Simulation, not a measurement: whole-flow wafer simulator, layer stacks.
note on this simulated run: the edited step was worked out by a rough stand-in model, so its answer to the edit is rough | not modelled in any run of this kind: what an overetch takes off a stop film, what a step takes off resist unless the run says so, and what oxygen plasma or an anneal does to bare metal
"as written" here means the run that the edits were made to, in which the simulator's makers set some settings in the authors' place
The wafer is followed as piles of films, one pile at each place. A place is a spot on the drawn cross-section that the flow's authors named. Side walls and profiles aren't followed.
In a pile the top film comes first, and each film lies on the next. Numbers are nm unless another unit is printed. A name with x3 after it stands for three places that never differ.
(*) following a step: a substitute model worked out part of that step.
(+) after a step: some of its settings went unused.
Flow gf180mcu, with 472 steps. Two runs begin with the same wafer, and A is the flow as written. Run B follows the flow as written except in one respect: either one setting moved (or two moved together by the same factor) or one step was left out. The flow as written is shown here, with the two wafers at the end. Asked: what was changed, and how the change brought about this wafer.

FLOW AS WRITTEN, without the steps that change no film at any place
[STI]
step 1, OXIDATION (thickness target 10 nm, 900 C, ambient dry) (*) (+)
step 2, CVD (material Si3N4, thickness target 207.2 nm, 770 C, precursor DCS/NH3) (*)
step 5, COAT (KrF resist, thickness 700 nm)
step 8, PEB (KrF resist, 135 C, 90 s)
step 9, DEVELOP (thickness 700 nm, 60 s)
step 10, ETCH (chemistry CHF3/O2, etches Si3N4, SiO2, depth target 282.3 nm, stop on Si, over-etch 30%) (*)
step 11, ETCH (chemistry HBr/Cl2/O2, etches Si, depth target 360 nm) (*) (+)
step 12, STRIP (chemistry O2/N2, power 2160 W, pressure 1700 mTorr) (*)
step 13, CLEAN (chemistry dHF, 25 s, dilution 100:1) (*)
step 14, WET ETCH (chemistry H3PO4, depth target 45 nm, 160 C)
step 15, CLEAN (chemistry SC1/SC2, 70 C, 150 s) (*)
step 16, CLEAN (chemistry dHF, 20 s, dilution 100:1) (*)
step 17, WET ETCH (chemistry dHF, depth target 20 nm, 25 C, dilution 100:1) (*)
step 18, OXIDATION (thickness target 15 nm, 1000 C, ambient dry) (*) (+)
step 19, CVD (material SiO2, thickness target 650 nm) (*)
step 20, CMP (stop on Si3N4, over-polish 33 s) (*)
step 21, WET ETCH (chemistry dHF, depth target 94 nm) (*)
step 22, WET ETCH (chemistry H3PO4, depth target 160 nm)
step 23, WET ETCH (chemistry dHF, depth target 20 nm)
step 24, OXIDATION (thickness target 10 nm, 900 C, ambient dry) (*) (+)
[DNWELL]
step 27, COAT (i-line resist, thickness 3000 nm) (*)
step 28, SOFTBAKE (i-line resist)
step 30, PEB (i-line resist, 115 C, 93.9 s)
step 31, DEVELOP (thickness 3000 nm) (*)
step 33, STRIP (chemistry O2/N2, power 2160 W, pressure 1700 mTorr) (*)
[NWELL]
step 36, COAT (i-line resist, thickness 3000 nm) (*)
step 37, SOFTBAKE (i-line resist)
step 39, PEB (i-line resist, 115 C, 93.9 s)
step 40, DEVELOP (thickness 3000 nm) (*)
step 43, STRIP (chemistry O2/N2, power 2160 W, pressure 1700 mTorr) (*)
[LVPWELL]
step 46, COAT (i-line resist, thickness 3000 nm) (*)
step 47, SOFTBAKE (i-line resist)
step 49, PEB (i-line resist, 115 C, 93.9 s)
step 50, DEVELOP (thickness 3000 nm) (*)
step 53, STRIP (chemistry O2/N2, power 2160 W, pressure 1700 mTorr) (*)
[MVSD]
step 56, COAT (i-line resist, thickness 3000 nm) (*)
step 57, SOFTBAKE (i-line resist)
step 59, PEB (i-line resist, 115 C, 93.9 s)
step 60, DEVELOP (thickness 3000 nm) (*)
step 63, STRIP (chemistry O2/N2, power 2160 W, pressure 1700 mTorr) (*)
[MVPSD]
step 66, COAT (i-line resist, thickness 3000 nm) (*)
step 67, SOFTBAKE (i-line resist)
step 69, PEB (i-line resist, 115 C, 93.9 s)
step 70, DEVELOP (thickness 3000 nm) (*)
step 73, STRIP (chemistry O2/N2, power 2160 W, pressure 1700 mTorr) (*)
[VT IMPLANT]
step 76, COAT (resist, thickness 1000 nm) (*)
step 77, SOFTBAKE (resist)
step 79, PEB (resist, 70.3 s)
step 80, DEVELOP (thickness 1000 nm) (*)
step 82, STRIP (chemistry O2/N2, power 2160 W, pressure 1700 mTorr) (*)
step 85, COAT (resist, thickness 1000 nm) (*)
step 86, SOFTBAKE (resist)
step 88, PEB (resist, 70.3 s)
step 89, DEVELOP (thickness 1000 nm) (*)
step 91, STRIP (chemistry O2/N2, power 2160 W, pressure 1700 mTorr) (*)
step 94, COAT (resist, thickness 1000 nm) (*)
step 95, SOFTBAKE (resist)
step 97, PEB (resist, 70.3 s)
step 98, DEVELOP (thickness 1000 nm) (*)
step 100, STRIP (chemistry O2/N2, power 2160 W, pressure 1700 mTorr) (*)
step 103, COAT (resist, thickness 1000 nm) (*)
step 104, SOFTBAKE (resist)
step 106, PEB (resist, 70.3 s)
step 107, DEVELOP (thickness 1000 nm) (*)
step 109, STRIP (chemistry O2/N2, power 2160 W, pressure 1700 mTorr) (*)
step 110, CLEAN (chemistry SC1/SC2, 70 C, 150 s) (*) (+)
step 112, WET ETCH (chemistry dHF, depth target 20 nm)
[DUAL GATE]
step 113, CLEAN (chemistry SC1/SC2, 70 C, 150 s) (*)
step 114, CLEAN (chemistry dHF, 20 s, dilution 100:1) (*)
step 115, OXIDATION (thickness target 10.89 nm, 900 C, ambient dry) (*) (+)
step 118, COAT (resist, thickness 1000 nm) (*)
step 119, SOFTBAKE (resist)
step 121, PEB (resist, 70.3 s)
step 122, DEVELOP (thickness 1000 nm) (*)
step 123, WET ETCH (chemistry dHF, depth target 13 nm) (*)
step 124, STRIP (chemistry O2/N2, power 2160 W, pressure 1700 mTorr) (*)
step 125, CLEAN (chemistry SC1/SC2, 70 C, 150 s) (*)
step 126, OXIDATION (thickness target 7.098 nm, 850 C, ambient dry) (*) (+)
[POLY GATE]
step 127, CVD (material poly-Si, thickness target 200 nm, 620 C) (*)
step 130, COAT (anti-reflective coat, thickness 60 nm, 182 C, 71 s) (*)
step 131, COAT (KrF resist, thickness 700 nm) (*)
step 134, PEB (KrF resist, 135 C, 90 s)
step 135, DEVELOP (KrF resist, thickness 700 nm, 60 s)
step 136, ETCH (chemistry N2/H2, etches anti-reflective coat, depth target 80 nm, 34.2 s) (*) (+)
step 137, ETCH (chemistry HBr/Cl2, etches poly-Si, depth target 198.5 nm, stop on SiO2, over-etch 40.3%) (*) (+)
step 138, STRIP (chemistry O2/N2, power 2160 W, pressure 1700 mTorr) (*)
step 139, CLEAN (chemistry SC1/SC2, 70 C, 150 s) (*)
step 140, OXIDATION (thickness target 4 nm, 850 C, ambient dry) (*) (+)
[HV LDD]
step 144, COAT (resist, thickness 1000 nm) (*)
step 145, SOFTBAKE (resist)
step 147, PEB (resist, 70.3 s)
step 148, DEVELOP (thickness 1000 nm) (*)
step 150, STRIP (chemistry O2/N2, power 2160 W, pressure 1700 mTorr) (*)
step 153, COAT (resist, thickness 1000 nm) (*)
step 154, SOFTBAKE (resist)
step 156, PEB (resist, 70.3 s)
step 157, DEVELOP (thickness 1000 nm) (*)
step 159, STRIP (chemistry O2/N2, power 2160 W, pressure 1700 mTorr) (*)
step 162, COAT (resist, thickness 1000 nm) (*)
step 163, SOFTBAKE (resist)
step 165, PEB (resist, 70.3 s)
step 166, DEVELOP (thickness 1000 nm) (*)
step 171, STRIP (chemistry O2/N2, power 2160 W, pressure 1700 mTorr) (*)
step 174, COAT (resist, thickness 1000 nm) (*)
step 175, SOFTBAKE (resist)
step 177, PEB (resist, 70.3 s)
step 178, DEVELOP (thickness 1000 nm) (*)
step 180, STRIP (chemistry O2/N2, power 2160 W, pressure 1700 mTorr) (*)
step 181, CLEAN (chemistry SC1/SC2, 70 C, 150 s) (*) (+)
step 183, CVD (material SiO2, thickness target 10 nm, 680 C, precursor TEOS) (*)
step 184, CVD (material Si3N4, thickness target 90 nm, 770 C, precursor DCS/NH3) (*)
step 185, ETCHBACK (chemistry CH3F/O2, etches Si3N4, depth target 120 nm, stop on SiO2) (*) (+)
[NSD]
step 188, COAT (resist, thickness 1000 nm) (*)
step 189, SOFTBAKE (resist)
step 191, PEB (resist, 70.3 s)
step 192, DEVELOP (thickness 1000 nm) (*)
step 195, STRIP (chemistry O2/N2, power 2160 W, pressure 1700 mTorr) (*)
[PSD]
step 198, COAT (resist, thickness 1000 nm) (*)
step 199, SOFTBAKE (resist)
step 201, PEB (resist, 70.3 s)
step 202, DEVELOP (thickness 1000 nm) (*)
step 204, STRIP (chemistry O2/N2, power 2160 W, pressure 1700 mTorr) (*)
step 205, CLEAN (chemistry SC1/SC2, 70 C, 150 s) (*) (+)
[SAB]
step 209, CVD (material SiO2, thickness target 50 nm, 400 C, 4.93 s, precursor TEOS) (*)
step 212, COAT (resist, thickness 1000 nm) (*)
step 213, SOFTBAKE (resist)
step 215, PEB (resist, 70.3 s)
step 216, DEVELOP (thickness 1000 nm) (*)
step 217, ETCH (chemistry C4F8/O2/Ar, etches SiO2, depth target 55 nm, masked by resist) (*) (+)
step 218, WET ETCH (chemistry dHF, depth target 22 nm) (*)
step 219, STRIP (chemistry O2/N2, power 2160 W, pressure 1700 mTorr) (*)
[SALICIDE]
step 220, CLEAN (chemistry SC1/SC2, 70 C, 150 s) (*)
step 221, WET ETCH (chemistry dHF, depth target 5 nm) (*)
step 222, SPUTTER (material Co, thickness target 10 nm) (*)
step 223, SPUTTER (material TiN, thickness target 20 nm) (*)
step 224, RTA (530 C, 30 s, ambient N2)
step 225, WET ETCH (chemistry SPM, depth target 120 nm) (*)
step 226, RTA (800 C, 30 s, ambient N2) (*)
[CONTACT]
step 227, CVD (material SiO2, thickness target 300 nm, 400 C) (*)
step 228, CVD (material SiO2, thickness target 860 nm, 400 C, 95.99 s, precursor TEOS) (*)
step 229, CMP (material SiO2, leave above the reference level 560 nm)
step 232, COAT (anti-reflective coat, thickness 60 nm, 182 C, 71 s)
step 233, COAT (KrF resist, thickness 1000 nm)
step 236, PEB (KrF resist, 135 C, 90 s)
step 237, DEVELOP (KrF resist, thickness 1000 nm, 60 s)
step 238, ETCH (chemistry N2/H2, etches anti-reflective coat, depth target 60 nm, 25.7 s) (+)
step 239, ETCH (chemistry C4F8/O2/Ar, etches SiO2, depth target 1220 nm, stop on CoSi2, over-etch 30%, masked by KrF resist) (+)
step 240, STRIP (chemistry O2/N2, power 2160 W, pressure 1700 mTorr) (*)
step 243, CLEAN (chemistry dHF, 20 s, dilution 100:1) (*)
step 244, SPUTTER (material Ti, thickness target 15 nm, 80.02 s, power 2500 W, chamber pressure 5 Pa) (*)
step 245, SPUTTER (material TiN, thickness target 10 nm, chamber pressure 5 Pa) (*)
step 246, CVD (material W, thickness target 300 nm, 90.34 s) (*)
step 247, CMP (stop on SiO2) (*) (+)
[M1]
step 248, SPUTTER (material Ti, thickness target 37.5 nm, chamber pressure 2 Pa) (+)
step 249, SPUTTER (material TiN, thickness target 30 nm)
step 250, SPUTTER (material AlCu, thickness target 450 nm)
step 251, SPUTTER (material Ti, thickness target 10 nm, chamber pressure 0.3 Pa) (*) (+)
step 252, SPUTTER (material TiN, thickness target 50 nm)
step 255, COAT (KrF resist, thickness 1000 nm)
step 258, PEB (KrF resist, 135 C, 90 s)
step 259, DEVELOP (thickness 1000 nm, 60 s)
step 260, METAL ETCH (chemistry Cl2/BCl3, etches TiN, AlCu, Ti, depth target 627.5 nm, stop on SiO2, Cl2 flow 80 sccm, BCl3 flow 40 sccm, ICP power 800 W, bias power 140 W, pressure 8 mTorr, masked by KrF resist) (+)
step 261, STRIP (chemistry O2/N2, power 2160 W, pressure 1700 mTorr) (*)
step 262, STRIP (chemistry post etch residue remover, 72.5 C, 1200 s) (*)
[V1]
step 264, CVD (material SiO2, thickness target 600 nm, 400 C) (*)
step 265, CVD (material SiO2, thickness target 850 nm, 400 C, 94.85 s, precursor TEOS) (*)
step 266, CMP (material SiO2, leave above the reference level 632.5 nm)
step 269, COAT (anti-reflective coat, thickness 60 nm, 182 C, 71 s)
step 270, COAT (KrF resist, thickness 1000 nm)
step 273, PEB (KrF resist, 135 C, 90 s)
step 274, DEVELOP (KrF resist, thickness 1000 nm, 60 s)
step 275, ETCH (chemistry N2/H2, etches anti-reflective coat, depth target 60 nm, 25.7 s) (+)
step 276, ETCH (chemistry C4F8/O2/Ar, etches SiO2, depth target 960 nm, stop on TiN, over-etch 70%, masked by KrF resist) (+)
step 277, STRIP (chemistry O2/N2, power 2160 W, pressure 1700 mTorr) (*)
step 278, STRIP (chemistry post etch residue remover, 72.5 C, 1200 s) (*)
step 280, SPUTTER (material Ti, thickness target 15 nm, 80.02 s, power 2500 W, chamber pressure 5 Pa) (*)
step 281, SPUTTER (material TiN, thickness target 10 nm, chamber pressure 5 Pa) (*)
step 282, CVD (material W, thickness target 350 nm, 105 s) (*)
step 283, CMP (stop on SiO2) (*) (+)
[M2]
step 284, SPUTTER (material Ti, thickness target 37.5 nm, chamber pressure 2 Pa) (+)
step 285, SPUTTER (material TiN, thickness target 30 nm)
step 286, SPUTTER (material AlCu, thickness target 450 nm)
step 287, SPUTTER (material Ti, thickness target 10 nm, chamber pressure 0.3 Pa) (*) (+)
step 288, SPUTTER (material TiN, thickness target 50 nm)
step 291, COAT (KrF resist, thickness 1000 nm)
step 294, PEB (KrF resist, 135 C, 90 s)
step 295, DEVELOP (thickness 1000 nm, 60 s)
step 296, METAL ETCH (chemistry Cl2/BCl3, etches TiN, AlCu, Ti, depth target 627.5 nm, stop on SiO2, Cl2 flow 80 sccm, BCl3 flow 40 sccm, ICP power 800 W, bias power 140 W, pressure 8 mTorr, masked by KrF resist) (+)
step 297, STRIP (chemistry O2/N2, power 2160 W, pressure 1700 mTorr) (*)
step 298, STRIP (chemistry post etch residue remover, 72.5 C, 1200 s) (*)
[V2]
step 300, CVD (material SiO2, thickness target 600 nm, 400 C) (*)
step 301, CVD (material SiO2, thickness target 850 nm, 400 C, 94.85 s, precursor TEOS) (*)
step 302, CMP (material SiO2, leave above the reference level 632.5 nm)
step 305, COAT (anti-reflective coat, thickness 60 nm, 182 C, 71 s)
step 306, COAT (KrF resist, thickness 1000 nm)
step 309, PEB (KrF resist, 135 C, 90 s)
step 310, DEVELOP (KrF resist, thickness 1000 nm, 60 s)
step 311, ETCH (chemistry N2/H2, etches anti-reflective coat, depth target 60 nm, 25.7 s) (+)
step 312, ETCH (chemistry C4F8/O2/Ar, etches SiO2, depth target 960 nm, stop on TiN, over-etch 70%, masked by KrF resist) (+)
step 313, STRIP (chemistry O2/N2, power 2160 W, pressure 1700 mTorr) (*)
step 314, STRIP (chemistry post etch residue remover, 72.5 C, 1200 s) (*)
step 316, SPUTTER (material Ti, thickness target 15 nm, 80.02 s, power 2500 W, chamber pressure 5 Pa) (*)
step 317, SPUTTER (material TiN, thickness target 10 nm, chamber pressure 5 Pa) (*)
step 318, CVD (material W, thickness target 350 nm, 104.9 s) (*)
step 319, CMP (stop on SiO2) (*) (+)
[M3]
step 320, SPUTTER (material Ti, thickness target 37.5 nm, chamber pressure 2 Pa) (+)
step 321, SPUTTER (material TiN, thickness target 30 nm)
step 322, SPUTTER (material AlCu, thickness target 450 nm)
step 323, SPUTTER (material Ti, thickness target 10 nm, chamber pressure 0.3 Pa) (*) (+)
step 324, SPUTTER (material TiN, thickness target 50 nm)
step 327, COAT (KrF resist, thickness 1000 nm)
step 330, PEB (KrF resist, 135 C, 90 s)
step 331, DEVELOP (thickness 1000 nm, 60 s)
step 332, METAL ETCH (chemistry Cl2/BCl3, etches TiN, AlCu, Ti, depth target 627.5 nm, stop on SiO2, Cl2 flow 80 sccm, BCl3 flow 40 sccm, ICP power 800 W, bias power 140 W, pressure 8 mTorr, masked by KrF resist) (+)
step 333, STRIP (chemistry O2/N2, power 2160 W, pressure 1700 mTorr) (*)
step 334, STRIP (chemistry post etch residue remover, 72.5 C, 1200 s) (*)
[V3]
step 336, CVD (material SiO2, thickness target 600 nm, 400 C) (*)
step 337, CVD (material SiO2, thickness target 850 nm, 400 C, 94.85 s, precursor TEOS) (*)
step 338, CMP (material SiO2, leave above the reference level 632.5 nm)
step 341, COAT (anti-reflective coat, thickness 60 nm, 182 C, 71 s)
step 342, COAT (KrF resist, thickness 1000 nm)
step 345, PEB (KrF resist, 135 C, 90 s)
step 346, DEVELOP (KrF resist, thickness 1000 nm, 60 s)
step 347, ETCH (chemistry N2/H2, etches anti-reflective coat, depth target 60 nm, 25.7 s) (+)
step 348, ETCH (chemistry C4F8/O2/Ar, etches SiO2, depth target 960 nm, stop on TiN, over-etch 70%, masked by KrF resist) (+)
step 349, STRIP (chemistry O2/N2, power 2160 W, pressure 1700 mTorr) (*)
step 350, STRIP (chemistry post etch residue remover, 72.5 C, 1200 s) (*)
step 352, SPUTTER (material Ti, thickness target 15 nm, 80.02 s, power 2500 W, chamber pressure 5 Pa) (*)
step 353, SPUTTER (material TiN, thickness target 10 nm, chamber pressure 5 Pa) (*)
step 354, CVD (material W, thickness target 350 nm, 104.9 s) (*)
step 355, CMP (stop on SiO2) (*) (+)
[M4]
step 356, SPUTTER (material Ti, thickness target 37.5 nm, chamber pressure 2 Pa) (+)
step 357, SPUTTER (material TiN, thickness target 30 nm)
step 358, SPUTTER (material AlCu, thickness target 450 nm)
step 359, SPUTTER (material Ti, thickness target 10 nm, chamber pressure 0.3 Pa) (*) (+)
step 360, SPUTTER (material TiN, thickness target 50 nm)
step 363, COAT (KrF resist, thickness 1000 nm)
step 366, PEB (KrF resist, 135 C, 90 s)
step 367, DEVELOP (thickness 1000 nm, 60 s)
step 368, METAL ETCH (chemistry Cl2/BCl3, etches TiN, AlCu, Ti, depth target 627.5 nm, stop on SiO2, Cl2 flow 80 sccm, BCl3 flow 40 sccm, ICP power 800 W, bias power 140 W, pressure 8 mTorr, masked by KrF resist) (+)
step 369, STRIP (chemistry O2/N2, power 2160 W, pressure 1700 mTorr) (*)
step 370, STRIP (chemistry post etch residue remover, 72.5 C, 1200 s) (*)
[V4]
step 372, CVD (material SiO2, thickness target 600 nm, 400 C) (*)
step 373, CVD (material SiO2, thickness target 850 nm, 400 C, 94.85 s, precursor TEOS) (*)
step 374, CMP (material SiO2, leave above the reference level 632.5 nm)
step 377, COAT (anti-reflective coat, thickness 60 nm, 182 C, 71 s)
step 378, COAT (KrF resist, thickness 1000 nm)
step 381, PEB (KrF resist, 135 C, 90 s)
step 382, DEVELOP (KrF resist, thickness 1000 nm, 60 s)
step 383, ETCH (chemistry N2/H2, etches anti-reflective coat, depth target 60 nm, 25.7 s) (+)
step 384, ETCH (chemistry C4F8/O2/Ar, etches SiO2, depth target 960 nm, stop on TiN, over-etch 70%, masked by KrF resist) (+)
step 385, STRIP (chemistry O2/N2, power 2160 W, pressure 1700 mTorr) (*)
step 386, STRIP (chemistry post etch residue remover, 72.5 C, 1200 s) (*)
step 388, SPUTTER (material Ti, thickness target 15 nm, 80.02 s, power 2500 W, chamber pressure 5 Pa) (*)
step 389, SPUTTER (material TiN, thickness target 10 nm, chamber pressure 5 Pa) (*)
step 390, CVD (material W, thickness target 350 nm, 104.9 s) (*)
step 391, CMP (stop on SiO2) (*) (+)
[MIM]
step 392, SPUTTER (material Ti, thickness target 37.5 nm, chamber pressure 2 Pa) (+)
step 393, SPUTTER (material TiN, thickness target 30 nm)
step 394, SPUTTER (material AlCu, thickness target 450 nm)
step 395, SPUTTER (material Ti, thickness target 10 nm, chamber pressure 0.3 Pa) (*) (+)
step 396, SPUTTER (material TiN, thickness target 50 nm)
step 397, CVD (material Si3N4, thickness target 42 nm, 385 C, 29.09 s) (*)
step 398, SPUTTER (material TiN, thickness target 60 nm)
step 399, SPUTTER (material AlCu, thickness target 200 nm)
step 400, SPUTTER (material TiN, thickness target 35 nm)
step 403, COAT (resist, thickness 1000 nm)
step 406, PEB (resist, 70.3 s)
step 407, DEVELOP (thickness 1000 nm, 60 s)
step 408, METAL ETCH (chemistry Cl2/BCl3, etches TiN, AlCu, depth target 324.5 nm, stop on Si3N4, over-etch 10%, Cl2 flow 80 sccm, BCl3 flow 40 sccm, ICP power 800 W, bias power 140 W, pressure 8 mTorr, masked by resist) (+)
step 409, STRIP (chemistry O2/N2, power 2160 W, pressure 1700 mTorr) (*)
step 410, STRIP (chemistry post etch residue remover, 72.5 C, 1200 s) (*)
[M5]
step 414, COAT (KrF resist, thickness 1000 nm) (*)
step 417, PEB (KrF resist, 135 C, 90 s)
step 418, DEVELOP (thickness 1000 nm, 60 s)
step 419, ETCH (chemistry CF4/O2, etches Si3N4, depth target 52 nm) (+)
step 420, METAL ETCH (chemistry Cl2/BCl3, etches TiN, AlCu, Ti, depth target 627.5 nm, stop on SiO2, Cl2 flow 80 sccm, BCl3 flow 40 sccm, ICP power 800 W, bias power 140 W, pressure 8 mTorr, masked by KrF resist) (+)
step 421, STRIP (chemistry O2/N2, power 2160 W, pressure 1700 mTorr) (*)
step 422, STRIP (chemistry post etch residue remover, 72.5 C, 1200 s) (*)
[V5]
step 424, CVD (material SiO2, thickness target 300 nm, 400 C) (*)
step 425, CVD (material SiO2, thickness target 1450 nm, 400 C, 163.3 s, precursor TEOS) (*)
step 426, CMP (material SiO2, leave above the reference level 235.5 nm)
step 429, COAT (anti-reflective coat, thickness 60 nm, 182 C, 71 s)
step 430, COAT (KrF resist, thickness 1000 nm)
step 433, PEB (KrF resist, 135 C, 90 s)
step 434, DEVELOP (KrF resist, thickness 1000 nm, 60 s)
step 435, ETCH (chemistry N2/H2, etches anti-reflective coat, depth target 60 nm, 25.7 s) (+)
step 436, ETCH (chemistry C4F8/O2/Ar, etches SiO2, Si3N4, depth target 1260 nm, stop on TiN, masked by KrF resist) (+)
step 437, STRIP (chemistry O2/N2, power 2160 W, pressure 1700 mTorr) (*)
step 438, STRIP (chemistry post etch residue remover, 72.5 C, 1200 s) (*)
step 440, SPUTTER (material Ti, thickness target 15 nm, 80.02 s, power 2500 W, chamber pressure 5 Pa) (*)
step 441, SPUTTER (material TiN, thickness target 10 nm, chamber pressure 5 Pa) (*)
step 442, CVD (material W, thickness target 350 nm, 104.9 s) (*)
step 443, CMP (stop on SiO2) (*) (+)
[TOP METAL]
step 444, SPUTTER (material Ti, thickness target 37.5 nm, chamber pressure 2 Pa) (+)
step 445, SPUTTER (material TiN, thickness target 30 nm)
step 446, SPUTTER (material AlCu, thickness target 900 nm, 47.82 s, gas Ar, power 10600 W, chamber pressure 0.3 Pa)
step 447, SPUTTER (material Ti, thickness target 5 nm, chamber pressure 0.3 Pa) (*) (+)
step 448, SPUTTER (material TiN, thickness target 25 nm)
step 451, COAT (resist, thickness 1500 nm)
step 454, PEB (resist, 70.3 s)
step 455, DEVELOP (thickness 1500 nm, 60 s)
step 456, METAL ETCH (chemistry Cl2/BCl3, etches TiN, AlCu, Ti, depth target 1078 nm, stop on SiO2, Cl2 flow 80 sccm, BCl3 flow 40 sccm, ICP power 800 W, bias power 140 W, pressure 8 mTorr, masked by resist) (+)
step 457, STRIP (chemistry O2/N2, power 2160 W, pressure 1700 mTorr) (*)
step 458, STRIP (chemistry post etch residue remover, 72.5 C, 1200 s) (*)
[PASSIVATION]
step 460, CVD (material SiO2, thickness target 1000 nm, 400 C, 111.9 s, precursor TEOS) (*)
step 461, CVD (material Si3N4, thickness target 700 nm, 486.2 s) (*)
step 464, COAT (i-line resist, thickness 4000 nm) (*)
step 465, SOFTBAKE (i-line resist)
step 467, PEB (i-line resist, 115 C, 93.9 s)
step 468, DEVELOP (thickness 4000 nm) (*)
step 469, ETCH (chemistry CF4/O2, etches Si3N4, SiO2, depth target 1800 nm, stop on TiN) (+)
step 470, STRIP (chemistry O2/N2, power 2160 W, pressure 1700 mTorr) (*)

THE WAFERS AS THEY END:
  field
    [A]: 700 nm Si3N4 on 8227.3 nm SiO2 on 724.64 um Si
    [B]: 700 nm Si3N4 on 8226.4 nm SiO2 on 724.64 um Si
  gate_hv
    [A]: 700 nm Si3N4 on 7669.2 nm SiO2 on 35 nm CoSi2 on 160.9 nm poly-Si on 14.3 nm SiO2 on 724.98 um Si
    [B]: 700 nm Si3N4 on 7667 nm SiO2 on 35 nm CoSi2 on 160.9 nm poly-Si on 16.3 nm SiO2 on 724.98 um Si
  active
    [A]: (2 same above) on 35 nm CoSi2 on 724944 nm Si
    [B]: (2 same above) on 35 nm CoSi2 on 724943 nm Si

Cause: step 126, OXIDATION: thickness target 9.511 nm was run, while the flow as written has thickness target 7.098 nm.

Step by step, how the change led to this:
  step 126, OXIDATION (thickness target 7.098 nm, 850 C, ambient dry) (*) (+)
      gate_hv, active_hv, active_nat and 25 more: A +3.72 SiO2, -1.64 Si | B +5.79 SiO2, -2.55 Si
      active, n_well, p_well and 12 more: A +7.1 SiO2 (new film), -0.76 chemical SiO2 (all of it), -2.79 Si | B +9.51 SiO2 (new film), -0.76 chemical SiO2 (all of it), -3.85 Si
  step 189, SOFTBAKE (resist)
      nw_enc_fld_lv__w3: A +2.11 resist | B -1.6 resist
  step 199, SOFTBAKE (resist)
      nw_enc_fld_lv__w3: A +2.11 resist | B -1.6 resist
  step 218, WET ETCH (chemistry dHF, depth target 22 nm) (*)
      active, p_well, sd_n, iso_ptap_pw, iso_ntap_nw, iso_ptap_sub, vpnp_e: A -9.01 SiO2 (all of it) | B -11.3 SiO2 (all of it)
      ldn_tap, ldn_src, ldn_drn, ldp_tap, ldp_src, ldp_drn, ldp_gr: A -16 SiO2 (all of it) | B -17.9 SiO2 (all of it)
      (also at 9 further places)
